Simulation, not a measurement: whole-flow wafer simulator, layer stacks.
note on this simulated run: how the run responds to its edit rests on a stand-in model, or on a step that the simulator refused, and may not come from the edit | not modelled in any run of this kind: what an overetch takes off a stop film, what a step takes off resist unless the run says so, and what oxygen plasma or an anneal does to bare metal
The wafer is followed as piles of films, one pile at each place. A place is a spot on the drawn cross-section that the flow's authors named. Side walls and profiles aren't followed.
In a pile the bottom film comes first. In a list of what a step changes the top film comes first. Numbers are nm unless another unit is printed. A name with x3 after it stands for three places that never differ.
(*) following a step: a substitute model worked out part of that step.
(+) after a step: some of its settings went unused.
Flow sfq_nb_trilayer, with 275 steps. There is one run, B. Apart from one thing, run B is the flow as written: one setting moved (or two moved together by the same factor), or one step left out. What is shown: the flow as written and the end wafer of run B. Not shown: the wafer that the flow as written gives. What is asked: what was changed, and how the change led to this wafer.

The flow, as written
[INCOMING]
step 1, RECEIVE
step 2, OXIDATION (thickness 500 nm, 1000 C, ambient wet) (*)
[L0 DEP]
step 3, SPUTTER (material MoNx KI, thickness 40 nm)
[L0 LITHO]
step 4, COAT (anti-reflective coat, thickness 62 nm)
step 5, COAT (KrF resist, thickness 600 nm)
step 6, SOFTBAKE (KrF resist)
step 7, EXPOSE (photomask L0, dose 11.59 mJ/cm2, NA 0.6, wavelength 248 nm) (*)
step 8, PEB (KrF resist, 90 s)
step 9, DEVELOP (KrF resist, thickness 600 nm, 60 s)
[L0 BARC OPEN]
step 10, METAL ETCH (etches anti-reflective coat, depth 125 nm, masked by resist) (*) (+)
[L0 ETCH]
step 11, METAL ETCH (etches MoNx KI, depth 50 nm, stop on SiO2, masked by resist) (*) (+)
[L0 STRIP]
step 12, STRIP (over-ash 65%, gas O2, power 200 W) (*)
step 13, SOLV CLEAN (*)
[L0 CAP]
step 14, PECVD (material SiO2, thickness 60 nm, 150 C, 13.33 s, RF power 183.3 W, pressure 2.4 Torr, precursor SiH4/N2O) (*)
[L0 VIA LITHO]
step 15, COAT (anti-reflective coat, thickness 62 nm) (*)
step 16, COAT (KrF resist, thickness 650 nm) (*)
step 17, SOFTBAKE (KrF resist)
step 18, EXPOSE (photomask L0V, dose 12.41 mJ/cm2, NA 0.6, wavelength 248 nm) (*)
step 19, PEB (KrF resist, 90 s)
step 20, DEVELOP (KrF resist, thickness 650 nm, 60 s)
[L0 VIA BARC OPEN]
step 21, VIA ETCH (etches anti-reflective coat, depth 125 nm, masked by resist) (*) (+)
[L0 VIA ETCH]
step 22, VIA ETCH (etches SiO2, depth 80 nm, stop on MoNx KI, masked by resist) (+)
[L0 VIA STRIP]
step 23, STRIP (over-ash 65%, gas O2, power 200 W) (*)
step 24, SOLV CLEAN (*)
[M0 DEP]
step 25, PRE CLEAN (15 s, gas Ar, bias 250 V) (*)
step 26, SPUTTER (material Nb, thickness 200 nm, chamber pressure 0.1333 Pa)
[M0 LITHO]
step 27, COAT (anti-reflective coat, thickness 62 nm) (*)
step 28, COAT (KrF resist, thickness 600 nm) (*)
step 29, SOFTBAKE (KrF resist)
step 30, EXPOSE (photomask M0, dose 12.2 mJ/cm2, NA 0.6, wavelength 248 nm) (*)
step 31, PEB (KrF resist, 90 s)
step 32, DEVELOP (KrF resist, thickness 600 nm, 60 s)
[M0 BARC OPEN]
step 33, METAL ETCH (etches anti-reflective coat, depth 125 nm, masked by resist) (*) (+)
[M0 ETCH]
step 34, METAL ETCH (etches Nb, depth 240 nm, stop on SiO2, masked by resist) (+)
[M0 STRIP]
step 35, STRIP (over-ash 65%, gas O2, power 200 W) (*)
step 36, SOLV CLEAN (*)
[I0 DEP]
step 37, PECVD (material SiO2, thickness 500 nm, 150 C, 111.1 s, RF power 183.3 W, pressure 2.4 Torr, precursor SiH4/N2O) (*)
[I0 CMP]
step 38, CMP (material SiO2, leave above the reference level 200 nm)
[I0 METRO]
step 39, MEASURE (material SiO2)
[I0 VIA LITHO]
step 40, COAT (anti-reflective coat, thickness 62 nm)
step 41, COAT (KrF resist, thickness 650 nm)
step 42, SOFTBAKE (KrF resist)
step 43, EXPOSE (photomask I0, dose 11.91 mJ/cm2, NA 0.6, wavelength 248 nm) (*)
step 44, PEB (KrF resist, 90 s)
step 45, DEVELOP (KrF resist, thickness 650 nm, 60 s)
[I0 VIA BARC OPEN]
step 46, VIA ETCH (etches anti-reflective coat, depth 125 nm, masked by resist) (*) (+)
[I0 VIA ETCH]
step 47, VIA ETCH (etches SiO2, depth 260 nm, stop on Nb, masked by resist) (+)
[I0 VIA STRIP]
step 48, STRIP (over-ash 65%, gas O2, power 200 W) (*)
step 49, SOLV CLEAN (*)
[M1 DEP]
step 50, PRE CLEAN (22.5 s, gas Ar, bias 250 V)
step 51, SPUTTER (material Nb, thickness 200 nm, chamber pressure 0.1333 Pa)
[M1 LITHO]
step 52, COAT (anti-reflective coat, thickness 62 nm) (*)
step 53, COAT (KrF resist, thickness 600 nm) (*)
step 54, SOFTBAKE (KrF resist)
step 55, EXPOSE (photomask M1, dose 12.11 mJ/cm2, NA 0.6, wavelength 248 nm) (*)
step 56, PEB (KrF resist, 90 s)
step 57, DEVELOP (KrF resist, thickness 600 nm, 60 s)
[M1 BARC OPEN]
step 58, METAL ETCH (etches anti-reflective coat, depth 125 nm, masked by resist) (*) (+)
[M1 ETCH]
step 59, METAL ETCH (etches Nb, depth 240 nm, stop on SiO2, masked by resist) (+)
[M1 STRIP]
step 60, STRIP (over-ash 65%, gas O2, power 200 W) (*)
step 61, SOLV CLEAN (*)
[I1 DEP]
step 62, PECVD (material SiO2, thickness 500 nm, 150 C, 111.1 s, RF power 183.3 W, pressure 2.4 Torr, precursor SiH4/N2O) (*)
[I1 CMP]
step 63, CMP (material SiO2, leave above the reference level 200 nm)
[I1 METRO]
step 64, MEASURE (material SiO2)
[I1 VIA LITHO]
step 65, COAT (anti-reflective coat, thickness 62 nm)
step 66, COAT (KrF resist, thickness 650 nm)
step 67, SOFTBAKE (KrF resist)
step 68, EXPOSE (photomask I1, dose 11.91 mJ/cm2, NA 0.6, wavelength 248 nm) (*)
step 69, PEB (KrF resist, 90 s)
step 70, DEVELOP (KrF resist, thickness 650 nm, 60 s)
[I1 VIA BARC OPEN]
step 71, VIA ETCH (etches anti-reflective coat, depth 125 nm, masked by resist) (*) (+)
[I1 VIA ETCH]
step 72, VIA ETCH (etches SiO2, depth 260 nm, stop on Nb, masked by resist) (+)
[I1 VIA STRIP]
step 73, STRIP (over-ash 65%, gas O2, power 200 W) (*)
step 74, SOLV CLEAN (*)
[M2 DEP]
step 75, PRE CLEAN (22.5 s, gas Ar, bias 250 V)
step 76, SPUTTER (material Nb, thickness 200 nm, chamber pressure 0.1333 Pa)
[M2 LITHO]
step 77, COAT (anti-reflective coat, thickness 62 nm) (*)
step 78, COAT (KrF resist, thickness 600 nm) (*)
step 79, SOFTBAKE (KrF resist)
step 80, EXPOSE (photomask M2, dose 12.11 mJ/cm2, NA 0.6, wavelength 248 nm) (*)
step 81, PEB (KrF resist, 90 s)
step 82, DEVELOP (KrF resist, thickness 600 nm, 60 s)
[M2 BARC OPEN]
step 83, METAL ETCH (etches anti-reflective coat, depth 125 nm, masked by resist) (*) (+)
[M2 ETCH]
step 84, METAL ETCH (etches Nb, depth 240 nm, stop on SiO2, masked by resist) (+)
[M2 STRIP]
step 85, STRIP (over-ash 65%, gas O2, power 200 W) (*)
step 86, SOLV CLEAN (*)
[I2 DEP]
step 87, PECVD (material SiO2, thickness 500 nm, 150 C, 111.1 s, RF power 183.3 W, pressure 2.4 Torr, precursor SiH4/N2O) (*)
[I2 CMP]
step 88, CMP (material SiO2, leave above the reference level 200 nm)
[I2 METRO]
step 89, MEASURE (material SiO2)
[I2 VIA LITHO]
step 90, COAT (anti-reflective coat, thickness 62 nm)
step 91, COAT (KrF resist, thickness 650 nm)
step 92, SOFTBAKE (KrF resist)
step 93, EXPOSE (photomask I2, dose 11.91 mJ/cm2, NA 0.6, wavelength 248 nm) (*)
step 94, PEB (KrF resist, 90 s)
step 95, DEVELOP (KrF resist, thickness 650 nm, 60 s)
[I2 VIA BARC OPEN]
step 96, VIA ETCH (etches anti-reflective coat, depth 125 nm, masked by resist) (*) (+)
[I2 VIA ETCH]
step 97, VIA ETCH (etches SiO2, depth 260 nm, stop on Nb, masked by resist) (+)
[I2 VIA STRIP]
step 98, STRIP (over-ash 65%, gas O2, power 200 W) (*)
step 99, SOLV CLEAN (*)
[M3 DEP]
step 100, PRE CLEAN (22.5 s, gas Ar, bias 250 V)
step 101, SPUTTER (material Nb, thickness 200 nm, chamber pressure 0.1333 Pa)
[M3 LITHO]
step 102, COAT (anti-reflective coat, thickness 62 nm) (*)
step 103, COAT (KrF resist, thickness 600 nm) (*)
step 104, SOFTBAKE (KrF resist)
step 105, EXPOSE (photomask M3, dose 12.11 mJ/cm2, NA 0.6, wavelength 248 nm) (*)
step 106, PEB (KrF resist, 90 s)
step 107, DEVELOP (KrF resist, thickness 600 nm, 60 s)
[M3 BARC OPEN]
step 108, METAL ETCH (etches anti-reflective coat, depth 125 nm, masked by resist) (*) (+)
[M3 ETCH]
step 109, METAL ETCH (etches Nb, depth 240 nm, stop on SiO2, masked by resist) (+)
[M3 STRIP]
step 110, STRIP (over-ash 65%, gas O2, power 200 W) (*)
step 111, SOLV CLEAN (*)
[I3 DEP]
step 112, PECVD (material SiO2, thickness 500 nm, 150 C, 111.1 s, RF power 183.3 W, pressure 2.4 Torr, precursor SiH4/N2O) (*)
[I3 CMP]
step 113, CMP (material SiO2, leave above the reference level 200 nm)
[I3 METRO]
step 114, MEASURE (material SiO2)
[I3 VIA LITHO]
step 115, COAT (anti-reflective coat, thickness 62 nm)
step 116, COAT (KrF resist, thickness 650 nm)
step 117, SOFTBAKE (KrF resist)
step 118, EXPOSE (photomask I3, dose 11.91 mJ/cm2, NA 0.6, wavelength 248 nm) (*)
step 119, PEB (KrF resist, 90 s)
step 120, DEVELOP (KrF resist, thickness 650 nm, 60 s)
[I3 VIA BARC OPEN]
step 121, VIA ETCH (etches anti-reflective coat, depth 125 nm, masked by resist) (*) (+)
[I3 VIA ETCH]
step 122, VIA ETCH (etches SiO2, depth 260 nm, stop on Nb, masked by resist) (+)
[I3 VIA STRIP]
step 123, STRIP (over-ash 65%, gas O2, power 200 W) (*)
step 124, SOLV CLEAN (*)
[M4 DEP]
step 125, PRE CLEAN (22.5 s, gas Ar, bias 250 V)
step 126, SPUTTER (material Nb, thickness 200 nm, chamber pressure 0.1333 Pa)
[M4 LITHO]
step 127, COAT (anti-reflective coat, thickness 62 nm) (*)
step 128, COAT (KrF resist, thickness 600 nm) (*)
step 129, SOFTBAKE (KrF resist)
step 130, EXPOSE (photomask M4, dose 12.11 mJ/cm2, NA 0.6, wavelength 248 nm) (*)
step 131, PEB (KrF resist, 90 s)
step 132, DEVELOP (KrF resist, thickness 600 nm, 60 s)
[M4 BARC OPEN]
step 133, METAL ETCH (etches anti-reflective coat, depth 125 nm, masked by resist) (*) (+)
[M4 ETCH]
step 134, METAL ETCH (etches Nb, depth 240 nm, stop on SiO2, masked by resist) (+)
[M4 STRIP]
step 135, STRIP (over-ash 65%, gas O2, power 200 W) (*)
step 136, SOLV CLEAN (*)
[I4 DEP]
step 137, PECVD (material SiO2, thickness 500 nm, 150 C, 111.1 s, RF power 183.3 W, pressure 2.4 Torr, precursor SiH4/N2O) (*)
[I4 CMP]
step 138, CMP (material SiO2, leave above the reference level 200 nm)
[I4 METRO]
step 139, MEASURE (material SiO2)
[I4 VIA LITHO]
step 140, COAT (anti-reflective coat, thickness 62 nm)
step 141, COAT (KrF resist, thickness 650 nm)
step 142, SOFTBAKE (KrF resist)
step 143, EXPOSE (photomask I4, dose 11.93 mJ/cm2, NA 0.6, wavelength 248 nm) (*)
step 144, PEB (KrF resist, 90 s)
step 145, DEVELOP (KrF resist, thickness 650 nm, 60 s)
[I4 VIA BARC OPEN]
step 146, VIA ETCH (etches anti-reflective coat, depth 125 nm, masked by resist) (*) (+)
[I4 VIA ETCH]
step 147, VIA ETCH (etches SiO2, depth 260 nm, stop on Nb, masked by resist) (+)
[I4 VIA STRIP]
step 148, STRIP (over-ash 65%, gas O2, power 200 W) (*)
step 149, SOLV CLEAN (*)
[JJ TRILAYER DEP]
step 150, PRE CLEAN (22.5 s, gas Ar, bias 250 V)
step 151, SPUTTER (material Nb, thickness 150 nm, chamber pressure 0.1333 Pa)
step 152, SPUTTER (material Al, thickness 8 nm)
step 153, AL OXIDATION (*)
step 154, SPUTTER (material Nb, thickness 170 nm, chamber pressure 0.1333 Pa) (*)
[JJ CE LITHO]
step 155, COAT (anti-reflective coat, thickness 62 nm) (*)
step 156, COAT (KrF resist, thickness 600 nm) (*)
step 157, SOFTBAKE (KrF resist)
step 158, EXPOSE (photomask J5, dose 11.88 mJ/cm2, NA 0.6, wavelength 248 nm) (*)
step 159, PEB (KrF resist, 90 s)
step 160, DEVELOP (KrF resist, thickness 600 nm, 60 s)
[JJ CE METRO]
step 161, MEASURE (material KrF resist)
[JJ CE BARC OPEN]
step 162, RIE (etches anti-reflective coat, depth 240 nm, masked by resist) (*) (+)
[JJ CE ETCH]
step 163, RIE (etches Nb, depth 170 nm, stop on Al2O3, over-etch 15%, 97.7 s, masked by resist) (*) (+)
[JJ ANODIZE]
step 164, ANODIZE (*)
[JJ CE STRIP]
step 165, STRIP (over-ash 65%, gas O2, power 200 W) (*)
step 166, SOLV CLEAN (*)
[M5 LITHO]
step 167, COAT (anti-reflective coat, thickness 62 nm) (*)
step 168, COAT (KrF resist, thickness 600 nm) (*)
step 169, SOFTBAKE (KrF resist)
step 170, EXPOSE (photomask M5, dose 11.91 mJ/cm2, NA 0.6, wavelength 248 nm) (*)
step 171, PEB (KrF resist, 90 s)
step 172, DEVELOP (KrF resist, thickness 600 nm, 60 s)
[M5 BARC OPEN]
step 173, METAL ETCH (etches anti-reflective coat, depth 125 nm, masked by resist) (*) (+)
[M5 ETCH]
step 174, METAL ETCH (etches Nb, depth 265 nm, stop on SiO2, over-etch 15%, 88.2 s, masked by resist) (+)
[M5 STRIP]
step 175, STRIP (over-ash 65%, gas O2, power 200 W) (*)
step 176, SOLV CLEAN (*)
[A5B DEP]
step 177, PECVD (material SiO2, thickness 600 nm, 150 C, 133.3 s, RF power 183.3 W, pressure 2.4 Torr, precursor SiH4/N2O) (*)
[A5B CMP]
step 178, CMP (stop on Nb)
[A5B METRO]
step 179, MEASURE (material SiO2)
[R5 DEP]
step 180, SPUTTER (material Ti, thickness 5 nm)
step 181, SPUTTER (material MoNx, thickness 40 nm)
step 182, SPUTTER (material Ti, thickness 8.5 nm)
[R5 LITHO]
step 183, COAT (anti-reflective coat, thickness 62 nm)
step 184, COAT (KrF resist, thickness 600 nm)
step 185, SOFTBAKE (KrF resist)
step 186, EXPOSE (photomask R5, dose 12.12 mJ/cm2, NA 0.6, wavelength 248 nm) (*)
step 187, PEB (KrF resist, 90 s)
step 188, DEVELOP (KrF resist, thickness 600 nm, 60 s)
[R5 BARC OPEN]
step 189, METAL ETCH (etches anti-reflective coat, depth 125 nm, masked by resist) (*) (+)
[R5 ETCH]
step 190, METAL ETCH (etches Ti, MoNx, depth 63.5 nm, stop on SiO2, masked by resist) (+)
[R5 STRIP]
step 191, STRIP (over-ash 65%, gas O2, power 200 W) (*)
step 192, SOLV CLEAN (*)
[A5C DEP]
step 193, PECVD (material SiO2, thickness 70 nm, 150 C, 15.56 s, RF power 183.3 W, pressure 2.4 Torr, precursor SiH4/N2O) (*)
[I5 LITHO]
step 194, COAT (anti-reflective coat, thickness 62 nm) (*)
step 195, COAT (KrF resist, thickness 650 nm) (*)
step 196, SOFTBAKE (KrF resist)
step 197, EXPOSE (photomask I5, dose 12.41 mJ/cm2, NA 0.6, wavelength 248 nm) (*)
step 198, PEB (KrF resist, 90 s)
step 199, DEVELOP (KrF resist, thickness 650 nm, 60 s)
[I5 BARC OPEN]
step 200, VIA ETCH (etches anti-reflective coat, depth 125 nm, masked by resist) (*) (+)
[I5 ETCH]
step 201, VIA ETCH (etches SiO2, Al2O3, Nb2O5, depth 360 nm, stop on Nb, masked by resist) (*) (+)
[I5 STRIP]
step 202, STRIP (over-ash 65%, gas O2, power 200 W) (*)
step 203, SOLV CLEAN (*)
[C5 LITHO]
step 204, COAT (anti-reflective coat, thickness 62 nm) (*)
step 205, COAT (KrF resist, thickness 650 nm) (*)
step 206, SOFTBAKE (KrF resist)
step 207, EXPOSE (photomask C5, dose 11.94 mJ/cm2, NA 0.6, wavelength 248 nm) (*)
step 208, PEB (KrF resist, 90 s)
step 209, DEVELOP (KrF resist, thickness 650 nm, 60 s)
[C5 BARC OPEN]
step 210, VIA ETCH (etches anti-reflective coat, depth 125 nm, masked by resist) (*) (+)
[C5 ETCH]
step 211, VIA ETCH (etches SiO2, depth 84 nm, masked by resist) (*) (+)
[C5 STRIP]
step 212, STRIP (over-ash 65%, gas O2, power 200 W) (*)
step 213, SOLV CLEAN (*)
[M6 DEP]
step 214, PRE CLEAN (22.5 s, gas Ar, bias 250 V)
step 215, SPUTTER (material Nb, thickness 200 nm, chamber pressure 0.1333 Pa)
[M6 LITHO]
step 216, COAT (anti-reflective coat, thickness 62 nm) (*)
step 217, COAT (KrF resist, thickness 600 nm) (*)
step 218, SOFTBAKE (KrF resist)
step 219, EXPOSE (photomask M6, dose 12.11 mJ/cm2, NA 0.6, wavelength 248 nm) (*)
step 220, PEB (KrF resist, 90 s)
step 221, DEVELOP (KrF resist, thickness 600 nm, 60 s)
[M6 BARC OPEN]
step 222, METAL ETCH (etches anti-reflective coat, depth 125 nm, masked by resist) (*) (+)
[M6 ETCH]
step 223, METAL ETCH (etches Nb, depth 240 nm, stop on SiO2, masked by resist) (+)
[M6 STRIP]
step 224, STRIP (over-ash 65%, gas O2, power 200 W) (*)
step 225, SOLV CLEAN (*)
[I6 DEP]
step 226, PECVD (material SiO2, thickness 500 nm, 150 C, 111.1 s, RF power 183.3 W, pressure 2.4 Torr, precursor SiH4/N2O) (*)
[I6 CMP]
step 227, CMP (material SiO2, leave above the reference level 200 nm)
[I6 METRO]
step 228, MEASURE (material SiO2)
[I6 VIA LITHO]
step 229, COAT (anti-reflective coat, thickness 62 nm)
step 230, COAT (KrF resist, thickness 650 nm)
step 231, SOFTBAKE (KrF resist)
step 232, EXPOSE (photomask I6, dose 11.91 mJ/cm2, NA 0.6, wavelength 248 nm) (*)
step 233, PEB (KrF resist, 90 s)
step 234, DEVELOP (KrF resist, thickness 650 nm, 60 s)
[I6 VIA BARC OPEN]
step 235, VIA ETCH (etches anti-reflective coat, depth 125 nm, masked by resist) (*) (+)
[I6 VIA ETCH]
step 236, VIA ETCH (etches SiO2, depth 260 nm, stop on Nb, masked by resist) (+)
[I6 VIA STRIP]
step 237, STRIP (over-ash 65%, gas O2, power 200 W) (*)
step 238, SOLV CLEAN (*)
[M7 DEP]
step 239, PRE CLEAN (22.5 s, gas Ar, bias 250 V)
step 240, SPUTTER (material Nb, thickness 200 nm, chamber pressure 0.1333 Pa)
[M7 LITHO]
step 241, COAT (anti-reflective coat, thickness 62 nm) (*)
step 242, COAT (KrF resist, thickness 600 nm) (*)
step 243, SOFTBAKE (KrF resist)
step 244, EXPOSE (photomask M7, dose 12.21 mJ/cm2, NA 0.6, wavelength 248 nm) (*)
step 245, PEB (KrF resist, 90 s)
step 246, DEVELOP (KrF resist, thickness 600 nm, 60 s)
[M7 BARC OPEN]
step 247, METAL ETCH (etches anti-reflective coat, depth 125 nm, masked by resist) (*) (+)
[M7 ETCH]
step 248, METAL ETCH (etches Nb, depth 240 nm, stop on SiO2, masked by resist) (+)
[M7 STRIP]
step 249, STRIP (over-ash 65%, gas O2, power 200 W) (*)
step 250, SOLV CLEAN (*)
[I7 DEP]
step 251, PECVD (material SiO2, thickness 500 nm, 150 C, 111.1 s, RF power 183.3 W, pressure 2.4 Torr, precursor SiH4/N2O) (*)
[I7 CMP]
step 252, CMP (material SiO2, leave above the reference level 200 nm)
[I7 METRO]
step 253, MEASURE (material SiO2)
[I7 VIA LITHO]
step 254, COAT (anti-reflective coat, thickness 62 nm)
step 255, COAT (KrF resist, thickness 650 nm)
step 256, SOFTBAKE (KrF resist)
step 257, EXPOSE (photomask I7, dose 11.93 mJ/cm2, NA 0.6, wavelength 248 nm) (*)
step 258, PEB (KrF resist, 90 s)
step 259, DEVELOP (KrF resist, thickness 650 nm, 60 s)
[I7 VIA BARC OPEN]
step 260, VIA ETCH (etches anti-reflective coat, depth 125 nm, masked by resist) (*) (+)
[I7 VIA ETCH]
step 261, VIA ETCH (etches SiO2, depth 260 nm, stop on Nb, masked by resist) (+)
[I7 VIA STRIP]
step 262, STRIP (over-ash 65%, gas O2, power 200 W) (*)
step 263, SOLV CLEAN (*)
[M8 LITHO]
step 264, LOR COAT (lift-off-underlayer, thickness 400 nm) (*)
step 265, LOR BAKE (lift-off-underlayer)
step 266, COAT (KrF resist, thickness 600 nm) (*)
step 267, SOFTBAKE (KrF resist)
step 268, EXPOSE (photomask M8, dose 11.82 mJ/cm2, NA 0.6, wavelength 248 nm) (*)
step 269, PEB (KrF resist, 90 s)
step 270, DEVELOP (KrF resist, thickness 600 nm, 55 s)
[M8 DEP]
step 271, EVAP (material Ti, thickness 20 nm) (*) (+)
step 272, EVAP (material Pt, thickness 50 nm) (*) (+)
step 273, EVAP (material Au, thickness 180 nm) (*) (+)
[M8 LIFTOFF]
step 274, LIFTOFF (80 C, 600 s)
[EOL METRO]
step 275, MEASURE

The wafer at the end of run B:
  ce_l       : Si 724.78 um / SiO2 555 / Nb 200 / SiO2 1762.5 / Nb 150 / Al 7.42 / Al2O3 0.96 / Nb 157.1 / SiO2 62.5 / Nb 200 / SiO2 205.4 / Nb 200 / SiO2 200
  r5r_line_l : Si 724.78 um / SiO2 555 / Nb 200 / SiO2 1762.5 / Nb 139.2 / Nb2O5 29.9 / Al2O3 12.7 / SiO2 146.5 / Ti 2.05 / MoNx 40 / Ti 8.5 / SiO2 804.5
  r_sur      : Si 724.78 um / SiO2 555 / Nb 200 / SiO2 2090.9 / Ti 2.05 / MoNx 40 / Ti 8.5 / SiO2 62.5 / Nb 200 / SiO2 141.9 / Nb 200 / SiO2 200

Cause: step 180, SPUTTER: thickness 2.05 nm was run, while the flow as written has thickness 5 nm.
One can read it off the wafer: r5r_line_l has Ti 2.05, and step 180 as written asks for 5 nm.

How this came from the change, step by step:
  step 180, SPUTTER (material Ti, thickness 5 nm)
      field_l, v_sur, via_wl and 103 more: Ti gains 2.05 (new film) (it would be, as written: Ti gains 5 (new film))
  step 190, METAL ETCH (etches Ti, MoNx, depth 63.5 nm, stop on SiO2, masked by resist) (+)
      field_l, v_sur, via_wl and 92 more: Ti loses 8.5 (all of it), MoNx loses 40 (all of it), Ti loses 2.05 (all of it) (it would be, as written: Ti loses 8.5 (all of it), MoNx loses 40 (all of it), Ti loses 5 (all of it))
      ce_l, c5j, ce_r, wl_jj: Ti loses 8.5 (all of it), MoNx loses 40 (all of it), Ti loses 2.05 (all of it), Nb loses 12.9 (it would be, as written: Ti loses 8.5 (all of it), MoNx loses 40 (all of it), Ti loses 5 (all of it), Nb loses 10)
  step 216, COAT (anti-reflective coat, thickness 62 nm) (*)
      sp_r: anti-reflective coat gains 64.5 (new film) (it would be, as written: anti-reflective coat gains 65.9 (new film))
  step 224, STRIP (over-ash 65%, gas O2, power 200 W) (*)
      sp_r: KrF resist loses 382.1 (all of it), anti-reflective coat loses 64.5 (all of it) (it would be, as written: KrF resist loses 382 (all of it), anti-reflective coat loses 65.9 (all of it))
